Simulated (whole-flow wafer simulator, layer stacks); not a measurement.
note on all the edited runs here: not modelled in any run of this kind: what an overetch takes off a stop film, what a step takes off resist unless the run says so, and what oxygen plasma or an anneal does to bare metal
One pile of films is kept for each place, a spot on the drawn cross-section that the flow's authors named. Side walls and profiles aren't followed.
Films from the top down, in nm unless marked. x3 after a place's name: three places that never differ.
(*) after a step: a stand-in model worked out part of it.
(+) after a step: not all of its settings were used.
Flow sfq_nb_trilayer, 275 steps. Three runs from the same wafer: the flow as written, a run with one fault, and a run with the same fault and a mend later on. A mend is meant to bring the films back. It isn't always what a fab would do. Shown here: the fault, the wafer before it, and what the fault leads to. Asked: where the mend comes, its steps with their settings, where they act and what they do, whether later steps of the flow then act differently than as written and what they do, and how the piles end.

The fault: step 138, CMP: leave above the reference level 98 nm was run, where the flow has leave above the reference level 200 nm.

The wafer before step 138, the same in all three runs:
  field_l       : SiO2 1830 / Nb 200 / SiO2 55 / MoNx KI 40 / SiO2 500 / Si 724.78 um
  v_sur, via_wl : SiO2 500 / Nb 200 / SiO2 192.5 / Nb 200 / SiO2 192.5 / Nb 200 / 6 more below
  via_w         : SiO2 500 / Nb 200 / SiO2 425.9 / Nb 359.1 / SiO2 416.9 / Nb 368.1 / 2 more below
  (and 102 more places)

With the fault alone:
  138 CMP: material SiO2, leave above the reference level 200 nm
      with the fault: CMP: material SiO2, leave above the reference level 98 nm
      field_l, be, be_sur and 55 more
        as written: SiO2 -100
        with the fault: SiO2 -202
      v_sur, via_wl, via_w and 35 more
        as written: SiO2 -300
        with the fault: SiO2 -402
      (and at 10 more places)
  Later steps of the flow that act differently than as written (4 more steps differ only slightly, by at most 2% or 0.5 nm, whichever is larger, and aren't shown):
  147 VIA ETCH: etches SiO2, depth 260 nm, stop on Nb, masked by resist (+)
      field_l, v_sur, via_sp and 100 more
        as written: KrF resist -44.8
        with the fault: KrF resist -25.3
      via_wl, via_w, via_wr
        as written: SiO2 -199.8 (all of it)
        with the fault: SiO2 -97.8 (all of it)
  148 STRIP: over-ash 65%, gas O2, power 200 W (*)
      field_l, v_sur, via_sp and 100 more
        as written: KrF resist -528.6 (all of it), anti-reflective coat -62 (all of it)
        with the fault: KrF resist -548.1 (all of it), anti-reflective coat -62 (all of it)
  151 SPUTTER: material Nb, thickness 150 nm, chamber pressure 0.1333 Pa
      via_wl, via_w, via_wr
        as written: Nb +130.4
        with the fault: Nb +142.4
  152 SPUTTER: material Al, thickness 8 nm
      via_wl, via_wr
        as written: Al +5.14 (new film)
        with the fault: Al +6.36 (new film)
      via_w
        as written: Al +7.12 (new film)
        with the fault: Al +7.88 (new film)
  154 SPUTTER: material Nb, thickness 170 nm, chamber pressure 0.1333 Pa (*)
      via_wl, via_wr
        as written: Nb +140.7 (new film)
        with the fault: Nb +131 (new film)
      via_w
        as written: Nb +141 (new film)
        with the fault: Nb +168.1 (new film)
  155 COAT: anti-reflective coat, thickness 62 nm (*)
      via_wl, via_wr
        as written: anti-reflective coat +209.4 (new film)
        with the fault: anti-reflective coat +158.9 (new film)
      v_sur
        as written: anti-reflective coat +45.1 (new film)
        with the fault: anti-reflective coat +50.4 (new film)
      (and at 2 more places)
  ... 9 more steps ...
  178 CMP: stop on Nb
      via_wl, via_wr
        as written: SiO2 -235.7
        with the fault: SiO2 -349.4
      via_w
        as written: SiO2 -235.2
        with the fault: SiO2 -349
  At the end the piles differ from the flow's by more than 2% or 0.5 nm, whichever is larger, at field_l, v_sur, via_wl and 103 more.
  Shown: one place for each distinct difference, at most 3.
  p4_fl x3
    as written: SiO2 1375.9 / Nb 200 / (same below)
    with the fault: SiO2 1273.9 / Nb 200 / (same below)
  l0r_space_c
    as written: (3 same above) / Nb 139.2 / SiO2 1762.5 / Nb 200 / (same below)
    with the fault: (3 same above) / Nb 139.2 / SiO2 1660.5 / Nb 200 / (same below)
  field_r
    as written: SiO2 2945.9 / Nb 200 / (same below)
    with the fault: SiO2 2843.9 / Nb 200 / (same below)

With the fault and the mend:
  The mend comes after step 139.
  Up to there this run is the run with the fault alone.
  139a PECVD: material SiO2, thickness 102 nm, 150 C, 22.67 s, RF power 183.3 W, pressure 2.4 Torr, precursor SiH4/N2O (the flow's step 137 once more, with other settings)
      field_l, v_sur, via_wl and 103 more
        SiO2 +102
  No later step of the flow acts differently than as written, at any place that is followed, by more than 2% or 0.5 nm, whichever is larger.
  At the end the piles are the same as the flow's at every place that both follow.
